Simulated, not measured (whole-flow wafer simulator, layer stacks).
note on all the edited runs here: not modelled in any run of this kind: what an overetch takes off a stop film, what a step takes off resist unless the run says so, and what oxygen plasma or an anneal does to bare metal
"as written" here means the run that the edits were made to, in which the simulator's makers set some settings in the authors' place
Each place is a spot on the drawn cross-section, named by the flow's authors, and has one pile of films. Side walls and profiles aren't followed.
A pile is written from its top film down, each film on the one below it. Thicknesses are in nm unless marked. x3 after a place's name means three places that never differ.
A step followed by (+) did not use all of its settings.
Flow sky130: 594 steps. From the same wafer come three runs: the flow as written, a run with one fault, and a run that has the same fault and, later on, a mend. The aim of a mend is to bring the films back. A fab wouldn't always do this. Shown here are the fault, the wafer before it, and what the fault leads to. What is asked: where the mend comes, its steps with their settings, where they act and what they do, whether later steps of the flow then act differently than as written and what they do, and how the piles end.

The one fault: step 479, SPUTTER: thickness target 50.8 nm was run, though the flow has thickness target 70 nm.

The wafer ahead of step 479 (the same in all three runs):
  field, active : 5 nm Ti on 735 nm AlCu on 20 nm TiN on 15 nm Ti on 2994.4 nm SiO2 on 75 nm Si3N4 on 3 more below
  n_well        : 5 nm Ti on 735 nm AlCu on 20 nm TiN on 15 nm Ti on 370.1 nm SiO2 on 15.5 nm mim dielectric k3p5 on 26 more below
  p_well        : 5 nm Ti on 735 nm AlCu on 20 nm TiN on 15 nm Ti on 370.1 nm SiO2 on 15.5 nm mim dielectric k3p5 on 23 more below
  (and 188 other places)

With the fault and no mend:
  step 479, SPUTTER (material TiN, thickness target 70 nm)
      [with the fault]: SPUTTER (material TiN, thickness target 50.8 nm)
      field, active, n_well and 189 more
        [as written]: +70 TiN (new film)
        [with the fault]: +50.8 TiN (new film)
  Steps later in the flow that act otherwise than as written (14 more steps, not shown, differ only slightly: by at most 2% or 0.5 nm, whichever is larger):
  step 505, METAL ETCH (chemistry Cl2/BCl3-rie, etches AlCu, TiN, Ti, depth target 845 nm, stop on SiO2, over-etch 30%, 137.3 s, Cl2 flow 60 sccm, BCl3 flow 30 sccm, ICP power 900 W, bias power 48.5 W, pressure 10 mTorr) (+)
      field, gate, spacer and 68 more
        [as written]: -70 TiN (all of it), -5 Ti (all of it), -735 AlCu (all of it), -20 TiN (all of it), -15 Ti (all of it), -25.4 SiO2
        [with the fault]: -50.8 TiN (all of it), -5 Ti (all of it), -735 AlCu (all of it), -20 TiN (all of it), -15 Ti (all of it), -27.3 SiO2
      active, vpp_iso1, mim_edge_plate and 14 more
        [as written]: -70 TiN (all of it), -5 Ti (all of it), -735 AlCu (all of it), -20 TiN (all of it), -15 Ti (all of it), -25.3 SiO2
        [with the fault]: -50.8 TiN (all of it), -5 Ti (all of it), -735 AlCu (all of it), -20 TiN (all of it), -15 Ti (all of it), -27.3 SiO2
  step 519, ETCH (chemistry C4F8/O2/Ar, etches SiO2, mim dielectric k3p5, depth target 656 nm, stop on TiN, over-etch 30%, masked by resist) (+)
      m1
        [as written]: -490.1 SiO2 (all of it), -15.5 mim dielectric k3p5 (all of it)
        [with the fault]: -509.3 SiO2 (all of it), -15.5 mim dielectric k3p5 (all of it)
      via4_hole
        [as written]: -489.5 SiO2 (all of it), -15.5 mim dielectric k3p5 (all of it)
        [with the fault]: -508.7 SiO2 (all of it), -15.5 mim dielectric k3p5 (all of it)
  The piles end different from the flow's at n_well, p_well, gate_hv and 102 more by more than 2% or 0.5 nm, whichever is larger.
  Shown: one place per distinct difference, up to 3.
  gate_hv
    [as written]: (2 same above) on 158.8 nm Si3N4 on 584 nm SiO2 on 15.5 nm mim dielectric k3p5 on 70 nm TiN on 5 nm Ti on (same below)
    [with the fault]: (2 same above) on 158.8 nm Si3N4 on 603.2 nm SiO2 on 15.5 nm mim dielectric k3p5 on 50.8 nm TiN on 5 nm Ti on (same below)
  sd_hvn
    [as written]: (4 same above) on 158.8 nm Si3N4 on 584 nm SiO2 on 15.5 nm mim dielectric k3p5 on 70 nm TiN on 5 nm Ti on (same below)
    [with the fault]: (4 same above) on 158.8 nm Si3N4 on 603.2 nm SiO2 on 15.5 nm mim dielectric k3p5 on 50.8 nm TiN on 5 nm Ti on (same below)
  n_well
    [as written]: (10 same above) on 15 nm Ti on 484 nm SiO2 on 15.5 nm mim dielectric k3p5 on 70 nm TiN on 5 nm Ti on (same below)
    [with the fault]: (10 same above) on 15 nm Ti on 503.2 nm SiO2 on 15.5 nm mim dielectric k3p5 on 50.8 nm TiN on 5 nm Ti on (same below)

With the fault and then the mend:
  The mend stands after step 479.
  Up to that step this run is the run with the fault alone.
  step 479a, SPUTTER (material TiN, thickness target 19.2 nm) (the flow's step 479 again, with other settings)
      field, active, n_well and 189 more
        +19.2 TiN
  None of the later steps of the flow acts differently than as written at any place that is followed.
  The piles end the same as the flow's at every place that both follow.
